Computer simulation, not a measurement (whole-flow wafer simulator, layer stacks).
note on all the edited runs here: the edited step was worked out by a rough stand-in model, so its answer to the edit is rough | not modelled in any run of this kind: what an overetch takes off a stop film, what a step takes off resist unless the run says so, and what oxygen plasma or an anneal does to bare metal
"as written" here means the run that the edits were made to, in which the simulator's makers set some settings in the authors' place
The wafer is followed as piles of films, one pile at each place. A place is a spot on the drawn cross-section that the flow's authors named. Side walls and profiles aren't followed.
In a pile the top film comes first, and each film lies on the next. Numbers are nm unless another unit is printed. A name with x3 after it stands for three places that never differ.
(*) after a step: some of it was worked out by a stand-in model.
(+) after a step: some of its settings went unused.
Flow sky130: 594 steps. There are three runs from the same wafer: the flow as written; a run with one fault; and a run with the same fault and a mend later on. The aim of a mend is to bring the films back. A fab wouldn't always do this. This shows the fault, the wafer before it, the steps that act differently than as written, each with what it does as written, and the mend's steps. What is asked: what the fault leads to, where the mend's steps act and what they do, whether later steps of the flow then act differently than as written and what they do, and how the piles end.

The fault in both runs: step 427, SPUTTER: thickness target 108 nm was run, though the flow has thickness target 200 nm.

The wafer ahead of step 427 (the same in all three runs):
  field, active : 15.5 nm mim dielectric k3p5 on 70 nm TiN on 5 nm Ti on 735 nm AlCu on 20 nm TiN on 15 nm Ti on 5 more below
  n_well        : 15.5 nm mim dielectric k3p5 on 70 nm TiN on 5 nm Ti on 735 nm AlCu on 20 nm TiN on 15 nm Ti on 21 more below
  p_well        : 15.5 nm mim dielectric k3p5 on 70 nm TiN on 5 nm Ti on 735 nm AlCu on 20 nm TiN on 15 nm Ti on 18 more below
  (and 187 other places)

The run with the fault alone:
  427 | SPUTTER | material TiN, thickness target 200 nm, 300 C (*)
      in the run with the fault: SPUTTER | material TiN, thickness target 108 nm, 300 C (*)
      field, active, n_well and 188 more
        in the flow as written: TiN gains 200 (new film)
        in the run with the fault: TiN gains 108 (new film)
  Steps later in the flow that act otherwise than as written (2 more steps, not shown, differ only slightly: by at most 2% or 0.5 nm, whichever is larger):
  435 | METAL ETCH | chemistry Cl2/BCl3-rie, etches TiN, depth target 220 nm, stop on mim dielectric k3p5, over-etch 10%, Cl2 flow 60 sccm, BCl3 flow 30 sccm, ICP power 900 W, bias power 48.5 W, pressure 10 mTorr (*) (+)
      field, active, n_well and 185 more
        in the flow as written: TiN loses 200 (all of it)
        in the run with the fault: TiN loses 108 (all of it)
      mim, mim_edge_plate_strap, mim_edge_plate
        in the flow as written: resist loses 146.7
        in the run with the fault: resist loses 79.2
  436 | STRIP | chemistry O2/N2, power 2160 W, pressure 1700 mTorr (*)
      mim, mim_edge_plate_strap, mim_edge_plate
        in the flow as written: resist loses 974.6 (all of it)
        in the run with the fault: resist loses 1042.1 (all of it)
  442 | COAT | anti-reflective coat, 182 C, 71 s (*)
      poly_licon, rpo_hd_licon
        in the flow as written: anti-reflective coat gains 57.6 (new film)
        in the run with the fault: anti-reflective coat gains 80.2 (new film)
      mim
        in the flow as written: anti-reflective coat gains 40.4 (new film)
        in the run with the fault: anti-reflective coat gains 30.8 (new film)
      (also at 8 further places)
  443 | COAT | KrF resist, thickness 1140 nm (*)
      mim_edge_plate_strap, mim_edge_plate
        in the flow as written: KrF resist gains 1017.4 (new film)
        in the run with the fault: KrF resist gains 1109.4 (new film)
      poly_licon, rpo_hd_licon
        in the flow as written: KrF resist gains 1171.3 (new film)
        in the run with the fault: KrF resist gains 1146.1 (new film)
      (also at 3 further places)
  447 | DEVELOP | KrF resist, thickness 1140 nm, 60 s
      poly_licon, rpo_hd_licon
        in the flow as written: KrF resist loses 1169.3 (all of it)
        in the run with the fault: KrF resist loses 1144.2 (all of it)
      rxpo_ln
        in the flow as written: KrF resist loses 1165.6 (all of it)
        in the run with the fault: KrF resist loses 1138.7 (all of it)
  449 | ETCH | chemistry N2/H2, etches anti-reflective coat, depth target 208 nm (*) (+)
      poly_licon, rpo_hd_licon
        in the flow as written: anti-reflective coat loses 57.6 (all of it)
        in the run with the fault: anti-reflective coat loses 80.2 (all of it)
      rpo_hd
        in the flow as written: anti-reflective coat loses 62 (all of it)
        in the run with the fault: anti-reflective coat loses 76.9 (all of it)
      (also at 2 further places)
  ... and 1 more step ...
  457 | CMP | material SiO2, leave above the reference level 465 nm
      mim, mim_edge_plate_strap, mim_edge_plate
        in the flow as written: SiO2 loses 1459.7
        in the run with the fault: SiO2 loses 1367.7
  By the end, the piles at mim, mim_edge_plate_strap, mim_edge_plate depart from the flow's by more than 2% or 0.5 nm, whichever is larger.
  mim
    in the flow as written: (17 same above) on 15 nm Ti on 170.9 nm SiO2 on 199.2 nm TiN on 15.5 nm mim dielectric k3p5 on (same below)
    in the run with the fault: (17 same above) on 15 nm Ti on 262.9 nm SiO2 on 107.2 nm TiN on 15.5 nm mim dielectric k3p5 on (same below)
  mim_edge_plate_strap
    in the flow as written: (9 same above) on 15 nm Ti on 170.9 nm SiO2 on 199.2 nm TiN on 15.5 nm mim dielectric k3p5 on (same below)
    in the run with the fault: (9 same above) on 15 nm Ti on 262.9 nm SiO2 on 107.2 nm TiN on 15.5 nm mim dielectric k3p5 on (same below)
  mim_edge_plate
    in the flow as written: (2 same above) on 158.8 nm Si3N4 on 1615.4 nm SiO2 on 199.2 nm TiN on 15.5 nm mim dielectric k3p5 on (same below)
    in the run with the fault: (2 same above) on 158.8 nm Si3N4 on 1707.4 nm SiO2 on 107.2 nm TiN on 15.5 nm mim dielectric k3p5 on (same below)

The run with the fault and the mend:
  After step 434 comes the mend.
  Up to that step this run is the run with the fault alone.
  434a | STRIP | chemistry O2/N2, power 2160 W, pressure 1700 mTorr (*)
      mim, mim_edge_plate_strap, mim_edge_plate
        resist loses 1121.3 (all of it)
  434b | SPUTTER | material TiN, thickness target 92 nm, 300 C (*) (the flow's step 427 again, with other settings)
      field, active, n_well and 188 more
        TiN gains 92
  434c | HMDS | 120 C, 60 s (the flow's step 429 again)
      does not change any film at any place that is followed
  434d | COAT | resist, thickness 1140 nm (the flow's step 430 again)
      field, active, n_well and 186 more
        resist gains 1140 (new film)
      m1, via2_hole
        resist gains 1140.6 (new film)
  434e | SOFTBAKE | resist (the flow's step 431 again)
      does not change any film at any place that is followed
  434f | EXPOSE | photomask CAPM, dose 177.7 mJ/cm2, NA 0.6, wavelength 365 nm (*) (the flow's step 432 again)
      does not change any film at any place that is followed
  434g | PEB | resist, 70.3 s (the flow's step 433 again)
      field, active, n_well and 188 more
        resist loses 18.7
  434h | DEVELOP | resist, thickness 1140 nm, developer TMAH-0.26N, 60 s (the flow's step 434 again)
      field, active, n_well and 183 more
        resist loses 1121.3 (all of it)
      m1, via2_hole
        resist loses 1121.9 (all of it)
  Later steps of the flow that are run all act as written at every place that is followed.
  At every place that both follow, the piles at the end match the flow's.
